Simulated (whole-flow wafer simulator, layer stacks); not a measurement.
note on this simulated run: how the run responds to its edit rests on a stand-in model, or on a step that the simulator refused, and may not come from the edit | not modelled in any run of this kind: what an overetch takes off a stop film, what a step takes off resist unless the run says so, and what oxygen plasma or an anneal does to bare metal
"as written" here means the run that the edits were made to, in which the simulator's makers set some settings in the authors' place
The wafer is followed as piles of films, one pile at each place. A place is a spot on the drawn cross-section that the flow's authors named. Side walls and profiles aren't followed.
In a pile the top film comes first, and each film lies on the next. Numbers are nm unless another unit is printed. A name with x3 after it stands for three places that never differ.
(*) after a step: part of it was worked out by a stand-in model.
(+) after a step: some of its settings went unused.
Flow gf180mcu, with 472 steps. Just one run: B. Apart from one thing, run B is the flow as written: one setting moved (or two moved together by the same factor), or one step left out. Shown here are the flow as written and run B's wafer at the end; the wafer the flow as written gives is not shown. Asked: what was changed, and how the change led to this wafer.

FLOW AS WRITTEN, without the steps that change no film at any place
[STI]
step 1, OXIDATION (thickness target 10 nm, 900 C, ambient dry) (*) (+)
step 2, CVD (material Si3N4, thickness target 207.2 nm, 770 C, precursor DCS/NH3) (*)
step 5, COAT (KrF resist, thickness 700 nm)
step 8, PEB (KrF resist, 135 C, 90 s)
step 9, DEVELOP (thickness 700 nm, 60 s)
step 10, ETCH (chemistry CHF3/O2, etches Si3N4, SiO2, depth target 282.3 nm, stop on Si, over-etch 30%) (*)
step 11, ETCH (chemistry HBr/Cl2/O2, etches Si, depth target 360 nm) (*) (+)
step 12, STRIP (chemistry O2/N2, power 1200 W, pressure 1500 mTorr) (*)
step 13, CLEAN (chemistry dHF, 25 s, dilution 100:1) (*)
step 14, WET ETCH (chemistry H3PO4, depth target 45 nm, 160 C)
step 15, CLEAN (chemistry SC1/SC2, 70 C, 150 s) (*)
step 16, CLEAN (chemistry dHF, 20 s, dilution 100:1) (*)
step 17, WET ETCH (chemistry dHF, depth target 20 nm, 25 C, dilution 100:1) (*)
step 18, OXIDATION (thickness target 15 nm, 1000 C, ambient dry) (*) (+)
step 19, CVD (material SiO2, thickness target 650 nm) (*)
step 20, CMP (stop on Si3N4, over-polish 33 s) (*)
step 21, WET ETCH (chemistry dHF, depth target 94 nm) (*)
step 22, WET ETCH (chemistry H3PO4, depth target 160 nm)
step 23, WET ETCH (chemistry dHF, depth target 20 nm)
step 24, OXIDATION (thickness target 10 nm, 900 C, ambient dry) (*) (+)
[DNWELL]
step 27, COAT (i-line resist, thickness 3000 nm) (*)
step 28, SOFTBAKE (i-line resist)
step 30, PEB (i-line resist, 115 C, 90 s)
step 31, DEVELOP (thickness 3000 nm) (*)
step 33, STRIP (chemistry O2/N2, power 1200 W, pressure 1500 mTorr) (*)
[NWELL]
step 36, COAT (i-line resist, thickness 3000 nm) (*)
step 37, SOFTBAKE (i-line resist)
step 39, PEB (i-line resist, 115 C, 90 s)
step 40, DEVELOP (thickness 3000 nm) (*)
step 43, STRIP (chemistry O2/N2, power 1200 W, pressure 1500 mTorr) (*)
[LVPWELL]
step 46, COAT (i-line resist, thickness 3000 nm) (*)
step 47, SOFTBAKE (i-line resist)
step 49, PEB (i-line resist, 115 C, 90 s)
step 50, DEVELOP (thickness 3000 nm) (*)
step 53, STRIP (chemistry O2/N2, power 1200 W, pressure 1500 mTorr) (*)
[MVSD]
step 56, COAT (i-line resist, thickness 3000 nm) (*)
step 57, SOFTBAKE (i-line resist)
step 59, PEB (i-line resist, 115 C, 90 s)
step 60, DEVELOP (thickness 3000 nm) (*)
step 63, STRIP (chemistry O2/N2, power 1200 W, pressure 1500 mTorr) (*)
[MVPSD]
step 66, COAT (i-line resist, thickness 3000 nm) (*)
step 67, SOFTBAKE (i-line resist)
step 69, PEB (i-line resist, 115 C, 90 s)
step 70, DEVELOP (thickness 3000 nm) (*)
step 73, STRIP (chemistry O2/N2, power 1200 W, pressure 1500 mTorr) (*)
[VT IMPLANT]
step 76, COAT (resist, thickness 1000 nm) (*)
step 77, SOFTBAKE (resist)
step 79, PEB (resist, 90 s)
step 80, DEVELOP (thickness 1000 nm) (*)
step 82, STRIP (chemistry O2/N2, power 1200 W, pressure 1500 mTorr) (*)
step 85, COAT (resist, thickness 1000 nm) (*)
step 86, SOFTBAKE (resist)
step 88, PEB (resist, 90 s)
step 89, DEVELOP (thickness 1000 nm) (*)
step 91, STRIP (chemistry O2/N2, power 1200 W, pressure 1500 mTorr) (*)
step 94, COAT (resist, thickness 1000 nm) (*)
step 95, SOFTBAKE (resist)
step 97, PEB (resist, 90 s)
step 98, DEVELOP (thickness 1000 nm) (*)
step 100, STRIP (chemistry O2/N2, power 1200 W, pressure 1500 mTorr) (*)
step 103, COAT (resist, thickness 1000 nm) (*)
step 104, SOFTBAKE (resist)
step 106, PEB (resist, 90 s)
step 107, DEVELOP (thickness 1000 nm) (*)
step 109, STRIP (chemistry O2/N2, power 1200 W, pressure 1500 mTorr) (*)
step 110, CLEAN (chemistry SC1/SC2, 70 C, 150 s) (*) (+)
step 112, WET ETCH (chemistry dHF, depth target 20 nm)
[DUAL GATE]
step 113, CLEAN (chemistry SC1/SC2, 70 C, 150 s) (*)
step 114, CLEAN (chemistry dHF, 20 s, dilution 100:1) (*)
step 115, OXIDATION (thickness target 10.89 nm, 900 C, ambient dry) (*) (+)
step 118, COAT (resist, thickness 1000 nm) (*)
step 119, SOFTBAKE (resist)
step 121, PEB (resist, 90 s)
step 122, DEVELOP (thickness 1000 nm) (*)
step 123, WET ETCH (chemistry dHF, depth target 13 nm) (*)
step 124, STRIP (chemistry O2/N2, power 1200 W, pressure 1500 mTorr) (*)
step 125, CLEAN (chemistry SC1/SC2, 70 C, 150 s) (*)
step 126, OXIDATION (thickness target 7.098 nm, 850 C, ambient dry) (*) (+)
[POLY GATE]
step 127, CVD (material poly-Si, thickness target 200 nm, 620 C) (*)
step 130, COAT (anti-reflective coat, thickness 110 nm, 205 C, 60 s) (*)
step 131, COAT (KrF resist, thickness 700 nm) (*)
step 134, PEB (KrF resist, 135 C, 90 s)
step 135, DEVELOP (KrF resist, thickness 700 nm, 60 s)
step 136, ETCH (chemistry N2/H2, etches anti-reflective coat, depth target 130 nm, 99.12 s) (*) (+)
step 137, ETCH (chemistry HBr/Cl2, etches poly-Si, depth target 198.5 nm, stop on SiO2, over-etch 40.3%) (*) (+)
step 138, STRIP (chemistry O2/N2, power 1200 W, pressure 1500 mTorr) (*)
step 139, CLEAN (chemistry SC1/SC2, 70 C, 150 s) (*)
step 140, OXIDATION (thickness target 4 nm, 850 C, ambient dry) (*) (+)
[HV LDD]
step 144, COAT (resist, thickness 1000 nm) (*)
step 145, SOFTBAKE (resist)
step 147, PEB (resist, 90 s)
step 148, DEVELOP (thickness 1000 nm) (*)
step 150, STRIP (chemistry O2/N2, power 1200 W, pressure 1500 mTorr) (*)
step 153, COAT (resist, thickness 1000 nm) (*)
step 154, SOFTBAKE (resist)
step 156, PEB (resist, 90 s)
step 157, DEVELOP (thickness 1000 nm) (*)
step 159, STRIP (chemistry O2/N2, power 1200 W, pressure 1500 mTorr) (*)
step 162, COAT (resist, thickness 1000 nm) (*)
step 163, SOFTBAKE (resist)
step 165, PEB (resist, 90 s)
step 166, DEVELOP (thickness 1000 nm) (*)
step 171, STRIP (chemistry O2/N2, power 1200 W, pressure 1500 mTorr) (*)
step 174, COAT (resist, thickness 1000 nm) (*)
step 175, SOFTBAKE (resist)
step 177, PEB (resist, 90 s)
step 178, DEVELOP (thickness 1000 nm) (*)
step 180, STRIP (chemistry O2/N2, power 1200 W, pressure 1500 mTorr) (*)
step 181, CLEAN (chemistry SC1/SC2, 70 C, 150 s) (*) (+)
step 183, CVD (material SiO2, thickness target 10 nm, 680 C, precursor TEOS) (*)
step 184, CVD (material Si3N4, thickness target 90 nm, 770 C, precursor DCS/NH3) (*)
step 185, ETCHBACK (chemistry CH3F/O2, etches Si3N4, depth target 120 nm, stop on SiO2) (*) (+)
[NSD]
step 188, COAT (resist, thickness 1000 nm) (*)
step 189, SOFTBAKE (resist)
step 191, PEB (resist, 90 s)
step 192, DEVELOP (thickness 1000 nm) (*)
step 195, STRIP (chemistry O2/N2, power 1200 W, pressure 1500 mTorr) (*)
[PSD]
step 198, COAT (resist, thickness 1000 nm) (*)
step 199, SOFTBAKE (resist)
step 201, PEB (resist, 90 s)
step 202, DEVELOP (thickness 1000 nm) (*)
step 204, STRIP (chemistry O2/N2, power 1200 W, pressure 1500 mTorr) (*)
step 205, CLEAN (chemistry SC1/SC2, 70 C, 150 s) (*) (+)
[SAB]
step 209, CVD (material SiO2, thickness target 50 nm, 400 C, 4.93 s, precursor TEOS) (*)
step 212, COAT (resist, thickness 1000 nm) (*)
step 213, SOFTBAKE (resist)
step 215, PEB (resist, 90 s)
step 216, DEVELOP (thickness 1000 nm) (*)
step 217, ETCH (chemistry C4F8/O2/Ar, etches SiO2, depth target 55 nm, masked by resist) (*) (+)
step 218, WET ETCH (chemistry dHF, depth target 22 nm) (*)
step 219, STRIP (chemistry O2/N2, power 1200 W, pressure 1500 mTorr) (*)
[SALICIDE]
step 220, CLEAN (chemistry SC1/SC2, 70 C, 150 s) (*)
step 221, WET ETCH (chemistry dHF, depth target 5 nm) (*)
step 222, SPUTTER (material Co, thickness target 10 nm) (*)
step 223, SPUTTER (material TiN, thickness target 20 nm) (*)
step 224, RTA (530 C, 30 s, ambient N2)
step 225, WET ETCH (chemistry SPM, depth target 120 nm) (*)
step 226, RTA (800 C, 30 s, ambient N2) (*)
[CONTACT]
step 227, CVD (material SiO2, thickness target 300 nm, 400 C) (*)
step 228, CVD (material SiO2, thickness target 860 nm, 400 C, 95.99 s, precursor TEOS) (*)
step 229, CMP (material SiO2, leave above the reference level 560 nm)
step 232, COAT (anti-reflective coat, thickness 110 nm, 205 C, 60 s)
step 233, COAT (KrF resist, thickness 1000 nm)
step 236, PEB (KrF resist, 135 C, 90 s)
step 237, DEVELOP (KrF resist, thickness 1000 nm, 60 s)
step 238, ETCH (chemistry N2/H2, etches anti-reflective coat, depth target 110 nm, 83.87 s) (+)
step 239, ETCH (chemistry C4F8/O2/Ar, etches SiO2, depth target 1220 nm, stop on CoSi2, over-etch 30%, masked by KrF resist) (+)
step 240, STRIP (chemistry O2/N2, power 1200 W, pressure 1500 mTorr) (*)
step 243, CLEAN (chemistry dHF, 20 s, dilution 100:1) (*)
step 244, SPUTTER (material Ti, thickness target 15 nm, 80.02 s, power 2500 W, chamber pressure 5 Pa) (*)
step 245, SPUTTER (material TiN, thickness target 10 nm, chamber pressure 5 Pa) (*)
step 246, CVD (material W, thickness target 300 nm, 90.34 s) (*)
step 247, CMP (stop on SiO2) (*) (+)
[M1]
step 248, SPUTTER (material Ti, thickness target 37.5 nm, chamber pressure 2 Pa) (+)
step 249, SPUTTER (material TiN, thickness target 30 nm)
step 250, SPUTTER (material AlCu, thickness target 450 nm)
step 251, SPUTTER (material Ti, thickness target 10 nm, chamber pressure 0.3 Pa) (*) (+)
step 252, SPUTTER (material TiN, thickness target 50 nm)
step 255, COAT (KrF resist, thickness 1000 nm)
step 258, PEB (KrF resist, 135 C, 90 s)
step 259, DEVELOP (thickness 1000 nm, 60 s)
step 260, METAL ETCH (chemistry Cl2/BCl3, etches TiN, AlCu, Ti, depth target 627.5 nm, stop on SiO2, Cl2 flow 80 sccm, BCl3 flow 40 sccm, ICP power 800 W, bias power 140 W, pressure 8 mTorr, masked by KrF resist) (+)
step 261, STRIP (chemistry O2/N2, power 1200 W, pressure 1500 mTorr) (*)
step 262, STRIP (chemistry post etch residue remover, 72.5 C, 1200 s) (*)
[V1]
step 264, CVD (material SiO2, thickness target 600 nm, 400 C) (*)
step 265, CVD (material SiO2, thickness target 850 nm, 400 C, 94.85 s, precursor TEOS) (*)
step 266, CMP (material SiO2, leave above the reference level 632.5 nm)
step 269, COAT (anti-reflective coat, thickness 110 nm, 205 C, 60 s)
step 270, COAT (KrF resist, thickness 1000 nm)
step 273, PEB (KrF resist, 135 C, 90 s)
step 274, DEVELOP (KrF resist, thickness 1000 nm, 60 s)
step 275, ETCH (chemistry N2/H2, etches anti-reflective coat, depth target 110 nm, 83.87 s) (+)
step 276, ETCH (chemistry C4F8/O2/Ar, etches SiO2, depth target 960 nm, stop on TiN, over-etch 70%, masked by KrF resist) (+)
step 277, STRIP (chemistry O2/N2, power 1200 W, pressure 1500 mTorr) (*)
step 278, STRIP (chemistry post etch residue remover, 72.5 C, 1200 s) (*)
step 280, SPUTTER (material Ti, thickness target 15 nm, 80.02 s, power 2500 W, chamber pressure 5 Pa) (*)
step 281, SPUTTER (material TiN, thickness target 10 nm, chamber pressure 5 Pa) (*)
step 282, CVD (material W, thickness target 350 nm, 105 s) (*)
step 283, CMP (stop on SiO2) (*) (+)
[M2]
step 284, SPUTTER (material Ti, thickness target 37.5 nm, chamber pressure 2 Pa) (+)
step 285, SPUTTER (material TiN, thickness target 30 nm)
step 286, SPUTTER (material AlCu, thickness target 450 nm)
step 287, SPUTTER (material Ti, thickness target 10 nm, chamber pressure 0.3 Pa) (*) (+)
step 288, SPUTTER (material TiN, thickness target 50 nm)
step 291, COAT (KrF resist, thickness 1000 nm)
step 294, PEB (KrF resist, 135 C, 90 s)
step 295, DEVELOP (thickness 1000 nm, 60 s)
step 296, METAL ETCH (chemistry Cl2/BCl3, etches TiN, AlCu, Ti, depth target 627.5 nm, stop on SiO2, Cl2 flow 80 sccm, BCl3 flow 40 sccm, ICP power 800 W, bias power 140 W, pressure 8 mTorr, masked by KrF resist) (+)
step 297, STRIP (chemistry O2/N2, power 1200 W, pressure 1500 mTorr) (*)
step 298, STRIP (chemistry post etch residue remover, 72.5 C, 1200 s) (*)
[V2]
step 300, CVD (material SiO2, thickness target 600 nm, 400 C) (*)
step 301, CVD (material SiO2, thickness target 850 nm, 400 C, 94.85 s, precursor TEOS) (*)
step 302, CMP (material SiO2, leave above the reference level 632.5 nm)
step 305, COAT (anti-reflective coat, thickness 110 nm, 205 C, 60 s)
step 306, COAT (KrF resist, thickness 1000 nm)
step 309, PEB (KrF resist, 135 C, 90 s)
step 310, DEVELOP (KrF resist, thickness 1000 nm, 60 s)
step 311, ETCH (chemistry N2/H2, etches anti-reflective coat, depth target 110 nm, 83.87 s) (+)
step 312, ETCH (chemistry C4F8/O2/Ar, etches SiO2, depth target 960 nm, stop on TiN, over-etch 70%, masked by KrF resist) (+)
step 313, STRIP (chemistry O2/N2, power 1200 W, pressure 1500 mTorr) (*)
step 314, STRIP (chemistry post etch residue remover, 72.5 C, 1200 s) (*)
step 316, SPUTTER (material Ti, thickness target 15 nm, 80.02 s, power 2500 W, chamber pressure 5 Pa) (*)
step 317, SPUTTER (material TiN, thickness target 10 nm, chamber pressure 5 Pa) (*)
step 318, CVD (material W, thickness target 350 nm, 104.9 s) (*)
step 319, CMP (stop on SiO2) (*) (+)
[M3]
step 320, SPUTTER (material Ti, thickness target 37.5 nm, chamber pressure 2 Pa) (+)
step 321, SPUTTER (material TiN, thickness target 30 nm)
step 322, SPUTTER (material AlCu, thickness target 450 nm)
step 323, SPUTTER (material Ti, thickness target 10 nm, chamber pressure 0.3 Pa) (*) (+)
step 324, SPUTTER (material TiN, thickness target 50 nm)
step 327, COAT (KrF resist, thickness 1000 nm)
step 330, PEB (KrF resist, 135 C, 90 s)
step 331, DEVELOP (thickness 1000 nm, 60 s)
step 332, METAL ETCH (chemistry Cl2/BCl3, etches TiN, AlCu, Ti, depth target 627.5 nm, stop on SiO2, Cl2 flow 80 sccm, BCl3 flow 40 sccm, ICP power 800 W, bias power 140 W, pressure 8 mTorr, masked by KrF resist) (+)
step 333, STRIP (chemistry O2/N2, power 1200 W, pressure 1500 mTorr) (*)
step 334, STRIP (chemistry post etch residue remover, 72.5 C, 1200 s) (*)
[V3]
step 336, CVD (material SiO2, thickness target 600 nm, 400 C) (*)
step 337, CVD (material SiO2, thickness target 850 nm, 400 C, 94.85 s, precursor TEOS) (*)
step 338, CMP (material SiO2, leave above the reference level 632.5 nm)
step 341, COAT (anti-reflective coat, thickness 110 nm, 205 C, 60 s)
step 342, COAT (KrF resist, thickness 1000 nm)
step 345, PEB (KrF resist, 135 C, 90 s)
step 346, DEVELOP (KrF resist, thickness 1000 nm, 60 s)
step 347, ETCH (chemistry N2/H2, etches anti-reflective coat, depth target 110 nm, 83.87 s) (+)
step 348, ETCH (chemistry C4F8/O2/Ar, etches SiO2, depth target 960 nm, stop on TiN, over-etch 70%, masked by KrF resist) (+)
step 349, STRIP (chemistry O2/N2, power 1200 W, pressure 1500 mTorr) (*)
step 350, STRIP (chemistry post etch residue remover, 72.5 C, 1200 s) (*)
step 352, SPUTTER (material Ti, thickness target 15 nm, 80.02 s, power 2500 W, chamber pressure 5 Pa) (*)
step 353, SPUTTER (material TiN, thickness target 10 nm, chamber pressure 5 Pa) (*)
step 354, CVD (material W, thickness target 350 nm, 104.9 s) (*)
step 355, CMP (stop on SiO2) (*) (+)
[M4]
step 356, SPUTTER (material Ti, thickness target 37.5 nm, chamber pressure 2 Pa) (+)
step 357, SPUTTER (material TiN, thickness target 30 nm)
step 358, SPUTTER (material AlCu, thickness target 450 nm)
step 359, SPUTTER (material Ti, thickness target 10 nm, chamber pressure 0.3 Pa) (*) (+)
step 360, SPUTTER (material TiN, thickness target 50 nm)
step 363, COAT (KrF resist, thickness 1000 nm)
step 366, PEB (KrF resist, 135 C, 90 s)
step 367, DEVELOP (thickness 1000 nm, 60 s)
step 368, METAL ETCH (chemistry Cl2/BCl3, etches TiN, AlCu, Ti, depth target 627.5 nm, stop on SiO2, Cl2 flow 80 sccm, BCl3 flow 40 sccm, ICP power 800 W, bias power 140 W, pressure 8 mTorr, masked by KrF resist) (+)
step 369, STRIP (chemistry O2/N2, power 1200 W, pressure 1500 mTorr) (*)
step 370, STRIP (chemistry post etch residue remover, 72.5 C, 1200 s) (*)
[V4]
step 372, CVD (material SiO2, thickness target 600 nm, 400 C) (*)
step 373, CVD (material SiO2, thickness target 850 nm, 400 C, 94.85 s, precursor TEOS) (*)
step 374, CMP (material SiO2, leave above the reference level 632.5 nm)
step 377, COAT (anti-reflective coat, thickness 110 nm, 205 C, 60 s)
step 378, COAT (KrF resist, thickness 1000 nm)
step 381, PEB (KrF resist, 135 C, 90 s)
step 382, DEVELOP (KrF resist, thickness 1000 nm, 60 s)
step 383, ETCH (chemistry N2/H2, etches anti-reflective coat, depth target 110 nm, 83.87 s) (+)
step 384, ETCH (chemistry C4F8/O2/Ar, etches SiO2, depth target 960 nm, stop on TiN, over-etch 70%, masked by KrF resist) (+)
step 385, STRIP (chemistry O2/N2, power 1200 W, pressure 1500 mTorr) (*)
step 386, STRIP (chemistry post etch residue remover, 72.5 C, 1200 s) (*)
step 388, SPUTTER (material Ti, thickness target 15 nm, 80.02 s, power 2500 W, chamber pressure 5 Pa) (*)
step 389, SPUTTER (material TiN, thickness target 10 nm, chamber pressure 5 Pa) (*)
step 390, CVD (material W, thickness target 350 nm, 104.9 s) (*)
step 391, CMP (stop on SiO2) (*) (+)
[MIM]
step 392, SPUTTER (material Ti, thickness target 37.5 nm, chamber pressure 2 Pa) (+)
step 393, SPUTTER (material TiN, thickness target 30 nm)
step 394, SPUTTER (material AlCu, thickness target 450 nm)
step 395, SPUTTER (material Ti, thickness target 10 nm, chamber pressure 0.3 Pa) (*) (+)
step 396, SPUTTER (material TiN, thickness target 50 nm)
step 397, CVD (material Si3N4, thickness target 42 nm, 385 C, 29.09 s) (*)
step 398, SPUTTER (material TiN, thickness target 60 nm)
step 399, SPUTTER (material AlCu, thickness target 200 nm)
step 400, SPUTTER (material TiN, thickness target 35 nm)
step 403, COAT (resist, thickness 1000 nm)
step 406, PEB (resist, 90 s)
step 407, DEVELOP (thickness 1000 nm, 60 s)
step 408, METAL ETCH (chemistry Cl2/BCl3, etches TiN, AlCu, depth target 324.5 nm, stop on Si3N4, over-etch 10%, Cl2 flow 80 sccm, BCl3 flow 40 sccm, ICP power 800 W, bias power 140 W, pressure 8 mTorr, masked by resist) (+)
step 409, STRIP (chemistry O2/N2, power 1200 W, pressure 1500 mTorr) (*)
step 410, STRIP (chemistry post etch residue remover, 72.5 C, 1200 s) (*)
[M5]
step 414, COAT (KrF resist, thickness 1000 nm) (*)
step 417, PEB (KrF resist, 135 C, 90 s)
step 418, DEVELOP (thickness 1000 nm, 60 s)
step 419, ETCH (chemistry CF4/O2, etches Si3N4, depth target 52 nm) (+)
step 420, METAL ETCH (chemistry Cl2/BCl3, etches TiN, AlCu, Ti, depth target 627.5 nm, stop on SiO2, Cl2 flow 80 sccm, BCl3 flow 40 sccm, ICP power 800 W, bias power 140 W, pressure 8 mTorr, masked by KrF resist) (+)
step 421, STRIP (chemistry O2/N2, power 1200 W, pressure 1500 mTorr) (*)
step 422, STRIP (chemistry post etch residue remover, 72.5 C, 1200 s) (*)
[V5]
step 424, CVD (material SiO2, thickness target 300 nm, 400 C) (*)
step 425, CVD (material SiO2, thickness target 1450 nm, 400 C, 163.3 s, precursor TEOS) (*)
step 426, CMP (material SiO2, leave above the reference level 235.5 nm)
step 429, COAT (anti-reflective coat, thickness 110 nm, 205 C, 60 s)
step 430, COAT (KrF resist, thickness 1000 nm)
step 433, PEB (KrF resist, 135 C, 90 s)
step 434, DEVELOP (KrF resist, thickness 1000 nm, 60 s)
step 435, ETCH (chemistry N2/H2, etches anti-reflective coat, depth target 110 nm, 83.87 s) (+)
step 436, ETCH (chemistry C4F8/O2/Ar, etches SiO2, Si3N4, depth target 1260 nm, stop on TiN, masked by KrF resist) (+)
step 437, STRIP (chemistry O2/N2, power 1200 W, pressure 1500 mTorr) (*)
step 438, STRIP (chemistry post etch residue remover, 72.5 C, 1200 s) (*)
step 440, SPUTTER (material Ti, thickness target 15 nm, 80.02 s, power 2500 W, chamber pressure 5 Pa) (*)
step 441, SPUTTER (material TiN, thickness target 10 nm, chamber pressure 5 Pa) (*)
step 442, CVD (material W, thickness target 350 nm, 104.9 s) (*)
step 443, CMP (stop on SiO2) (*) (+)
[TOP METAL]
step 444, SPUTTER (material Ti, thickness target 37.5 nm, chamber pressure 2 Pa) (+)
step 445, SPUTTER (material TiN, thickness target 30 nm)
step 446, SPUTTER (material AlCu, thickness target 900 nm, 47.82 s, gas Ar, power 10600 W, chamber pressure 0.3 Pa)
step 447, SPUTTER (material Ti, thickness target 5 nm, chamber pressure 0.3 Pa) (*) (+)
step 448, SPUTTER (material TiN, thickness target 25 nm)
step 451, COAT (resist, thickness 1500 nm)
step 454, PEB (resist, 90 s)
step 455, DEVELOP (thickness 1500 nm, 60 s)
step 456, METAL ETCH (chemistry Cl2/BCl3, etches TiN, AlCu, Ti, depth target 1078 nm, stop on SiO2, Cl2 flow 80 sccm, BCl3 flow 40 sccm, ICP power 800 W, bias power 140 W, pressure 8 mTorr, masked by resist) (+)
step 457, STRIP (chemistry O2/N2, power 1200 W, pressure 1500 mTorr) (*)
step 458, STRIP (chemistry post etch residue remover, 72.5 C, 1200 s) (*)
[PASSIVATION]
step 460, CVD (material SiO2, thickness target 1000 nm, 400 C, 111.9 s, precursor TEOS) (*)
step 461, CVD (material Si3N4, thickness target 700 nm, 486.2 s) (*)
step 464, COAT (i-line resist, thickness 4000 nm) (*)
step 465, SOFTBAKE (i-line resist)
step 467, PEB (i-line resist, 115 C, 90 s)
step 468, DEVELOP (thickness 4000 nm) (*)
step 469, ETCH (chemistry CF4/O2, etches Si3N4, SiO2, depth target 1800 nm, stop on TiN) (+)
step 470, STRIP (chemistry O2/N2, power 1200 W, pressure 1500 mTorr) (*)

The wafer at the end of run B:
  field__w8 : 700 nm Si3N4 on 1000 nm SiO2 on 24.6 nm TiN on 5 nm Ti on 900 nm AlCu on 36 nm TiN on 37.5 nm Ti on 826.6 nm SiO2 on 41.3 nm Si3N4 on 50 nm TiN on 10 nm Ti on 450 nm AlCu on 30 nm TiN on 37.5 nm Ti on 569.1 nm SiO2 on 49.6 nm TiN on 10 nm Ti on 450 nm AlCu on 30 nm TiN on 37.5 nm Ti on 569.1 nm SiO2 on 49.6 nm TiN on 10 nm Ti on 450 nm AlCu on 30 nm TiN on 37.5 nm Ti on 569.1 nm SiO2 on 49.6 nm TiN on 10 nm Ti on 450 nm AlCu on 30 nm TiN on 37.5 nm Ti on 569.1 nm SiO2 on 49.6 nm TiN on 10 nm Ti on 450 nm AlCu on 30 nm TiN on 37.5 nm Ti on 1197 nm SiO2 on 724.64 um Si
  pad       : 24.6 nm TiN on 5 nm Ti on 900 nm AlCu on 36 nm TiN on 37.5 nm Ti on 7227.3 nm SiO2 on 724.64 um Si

Cause: step 445, SPUTTER: thickness target 36 nm was run, while the flow as written has thickness target 30 nm.
The wafer lets one read it off: field__w8 has TiN 36, and step 445 as written asks for 30 nm.

The path from the change to this, step by step:
  step 445, SPUTTER (material TiN, thickness target 30 nm)
      field, field__w1, field__w2 and 109 more: TiN gains 36 (new film) (it would be, as written: TiN gains 30 (new film))
  step 456, METAL ETCH (chemistry Cl2/BCl3, etches TiN, AlCu, Ti, depth target 1078 nm, stop on SiO2, Cl2 flow 80 sccm, BCl3 flow 40 sccm, ICP power 800 W, bias power 140 W, pressure 8 mTorr, masked by resist) (+)
      field, field__w1, field__w2 and 103 more: TiN loses 25 (all of it), Ti loses 5 (all of it), AlCu loses 900 (all of it), TiN loses 36 (all of it), Ti loses 37.5 (all of it) (it would be, as written: TiN loses 25 (all of it), Ti loses 5 (all of it), AlCu loses 900 (all of it), TiN loses 30 (all of it), Ti loses 37.5 (all of it))
  step 465, SOFTBAKE (i-line resist)
      field__w5, field__w9: i-line resist gains 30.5 (it would be, as written: i-line resist gains 37.3)
      field: i-line resist loses 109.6 (it would be, as written: i-line resist loses 120.6)
      (also at 57 further places)
